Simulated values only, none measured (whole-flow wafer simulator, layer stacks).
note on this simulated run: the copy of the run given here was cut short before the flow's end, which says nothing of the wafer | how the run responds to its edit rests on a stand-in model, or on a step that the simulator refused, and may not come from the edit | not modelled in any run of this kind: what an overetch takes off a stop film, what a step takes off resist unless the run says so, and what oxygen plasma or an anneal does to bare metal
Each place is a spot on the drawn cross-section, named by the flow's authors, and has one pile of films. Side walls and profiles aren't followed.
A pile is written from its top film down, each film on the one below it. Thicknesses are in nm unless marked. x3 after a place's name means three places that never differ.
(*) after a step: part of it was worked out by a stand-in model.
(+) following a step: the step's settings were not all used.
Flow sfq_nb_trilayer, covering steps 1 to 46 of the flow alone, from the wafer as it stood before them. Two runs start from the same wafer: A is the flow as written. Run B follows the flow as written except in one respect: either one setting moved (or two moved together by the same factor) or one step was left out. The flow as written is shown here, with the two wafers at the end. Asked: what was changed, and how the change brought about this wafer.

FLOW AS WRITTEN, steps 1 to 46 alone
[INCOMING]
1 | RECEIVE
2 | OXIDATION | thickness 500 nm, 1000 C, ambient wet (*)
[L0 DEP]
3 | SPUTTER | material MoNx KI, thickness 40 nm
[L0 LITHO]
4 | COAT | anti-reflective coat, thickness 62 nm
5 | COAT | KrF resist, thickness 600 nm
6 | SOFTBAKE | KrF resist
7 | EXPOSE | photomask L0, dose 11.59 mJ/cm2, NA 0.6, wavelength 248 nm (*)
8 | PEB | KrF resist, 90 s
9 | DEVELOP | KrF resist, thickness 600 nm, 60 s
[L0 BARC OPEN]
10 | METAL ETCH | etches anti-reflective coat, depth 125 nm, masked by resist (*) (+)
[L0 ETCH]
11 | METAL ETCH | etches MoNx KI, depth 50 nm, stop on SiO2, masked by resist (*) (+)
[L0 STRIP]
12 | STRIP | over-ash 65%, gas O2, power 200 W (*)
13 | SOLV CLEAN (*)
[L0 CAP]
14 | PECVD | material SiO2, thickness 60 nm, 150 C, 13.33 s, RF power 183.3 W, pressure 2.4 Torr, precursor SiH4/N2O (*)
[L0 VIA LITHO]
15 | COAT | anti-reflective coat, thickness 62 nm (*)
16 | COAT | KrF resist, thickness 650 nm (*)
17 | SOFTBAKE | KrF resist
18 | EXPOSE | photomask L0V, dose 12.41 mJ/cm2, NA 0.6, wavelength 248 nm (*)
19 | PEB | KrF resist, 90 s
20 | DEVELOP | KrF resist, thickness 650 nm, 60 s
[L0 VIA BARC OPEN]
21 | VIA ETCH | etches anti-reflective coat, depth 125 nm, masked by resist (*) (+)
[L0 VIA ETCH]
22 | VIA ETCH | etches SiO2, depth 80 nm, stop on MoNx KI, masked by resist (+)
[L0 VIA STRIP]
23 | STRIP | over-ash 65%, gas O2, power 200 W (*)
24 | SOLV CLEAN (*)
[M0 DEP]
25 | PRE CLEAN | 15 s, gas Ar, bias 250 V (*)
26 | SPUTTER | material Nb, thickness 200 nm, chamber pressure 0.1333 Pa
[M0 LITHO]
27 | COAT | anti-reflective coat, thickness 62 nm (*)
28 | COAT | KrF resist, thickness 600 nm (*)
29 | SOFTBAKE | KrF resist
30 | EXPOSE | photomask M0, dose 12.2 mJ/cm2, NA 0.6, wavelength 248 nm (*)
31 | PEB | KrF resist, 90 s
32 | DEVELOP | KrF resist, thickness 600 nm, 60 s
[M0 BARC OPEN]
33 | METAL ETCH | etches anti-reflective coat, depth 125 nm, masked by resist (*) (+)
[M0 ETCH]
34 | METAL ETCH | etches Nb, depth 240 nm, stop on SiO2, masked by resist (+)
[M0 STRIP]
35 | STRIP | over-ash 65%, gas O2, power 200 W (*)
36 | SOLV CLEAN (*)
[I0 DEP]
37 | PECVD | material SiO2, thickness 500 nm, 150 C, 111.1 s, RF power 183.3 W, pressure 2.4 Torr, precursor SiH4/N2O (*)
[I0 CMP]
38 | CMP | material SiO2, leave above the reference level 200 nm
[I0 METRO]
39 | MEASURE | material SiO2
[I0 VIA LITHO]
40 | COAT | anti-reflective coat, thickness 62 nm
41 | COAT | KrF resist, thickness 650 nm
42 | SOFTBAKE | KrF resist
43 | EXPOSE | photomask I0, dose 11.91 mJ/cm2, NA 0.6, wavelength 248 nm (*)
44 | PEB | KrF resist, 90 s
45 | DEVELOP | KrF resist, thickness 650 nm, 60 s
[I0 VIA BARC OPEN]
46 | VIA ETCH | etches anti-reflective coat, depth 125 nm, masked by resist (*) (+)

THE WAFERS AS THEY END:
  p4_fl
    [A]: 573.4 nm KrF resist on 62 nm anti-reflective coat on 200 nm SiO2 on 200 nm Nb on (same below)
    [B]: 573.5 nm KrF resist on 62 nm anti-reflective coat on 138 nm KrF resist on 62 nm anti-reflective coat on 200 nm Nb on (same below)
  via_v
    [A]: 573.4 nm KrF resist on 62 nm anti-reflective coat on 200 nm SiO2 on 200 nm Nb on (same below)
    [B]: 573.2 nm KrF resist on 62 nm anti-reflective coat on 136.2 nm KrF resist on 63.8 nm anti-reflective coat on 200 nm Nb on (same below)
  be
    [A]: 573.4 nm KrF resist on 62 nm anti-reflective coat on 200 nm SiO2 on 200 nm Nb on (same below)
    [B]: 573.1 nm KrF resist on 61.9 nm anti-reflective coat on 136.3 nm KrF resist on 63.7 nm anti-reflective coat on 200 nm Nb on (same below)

The reason: step 35, STRIP: over-ash 65%, gas O2, power 200 W (*), was omitted.

Step by step, how the change led to this:
  37 | PECVD | material SiO2, thickness 500 nm, 150 C, 111.1 s, RF power 183.3 W, pressure 2.4 Torr, precursor SiH4/N2O (*)
      m0r_space_l, m0r_space_r: A SiO2 gains 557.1 | B SiO2 gains 500
      moat: A SiO2 gains 557.1 | B SiO2 gains 273.5
  38 | CMP | material SiO2, leave above the reference level 200 nm
      p4_fl, p4_fm, p4_w1 and 68 more: A SiO2 loses 300 | B SiO2 loses 500 (all of it), KrF resist loses 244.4
      jj_sur, ce_l, c5j, res, r_end: A SiO2 loses 300 | B SiO2 loses 500 (all of it), KrF resist loses 252.7
      (also at 30 further places)
  40 | COAT | anti-reflective coat, thickness 62 nm
      r_end: A anti-reflective coat gains 62 (new film) | B anti-reflective coat gains 53.4 (new film)
      moat: A anti-reflective coat gains 62 (new film) | B anti-reflective coat gains 138.6 (new film)
      (also at 1 further place)
  41 | COAT | KrF resist, thickness 650 nm
      moat: A KrF resist gains 650 (new film) | B KrF resist gains 685.8 (new film)
